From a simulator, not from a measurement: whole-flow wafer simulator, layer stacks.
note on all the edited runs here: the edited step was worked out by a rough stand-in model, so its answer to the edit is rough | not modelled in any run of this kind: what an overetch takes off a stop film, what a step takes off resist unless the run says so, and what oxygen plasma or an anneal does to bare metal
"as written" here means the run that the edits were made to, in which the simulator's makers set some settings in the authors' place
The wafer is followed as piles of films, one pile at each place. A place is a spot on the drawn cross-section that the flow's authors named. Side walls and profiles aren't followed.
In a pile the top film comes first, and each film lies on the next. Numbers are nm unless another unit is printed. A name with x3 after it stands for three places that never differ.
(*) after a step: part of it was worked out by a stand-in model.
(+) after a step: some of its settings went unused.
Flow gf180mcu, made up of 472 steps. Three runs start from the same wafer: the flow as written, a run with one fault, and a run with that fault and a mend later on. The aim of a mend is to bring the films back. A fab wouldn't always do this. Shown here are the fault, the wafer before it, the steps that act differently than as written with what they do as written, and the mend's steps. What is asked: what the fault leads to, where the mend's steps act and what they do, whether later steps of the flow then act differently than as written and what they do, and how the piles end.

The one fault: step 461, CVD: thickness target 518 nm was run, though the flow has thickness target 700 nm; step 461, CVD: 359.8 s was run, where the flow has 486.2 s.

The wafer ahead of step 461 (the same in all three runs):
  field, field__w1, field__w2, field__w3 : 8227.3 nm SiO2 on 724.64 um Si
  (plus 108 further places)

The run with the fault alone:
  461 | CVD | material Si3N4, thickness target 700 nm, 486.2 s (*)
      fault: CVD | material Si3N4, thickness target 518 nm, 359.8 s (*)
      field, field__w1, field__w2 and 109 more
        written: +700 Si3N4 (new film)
        fault: +518 Si3N4 (new film)
  Steps further on in the flow that do not act as written (4 other steps are not shown; they differ only slightly, by no more than 2% or 0.5 nm, whichever is larger):
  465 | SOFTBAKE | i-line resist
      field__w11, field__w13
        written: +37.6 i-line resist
        fault: +36.7 i-line resist
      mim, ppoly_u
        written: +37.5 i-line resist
        fault: +36.6 i-line resist
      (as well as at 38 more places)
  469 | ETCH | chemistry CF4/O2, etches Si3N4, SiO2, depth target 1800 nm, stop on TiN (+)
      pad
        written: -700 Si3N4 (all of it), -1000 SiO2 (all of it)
        fault: -518 Si3N4 (all of it), -1000 SiO2 (all of it)
  By the end, the piles at field, field__w1, field__w2 and 108 more depart from the flow's by more than 2% or 0.5 nm, whichever is larger.
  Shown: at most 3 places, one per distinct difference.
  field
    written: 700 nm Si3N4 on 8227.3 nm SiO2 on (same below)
    fault: 518 nm Si3N4 on 8227.3 nm SiO2 on (same below)
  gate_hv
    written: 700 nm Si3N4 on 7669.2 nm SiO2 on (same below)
    fault: 518 nm Si3N4 on 7669.2 nm SiO2 on (same below)
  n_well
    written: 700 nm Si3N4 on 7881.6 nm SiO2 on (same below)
    fault: 518 nm Si3N4 on 7881.6 nm SiO2 on (same below)

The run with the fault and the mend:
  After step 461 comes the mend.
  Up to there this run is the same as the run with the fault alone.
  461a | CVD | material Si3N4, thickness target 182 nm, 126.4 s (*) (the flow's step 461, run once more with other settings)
      field, field__w1, field__w2 and 109 more
        +182.1 Si3N4
  Later steps of the flow that are run all act as written at every place that is followed, up to a difference of at most 2% or 0.5 nm, whichever is larger.
  The piles end only slightly different from the flow's at the places that both follow, by no more than 2% or 0.5 nm, whichever is larger.
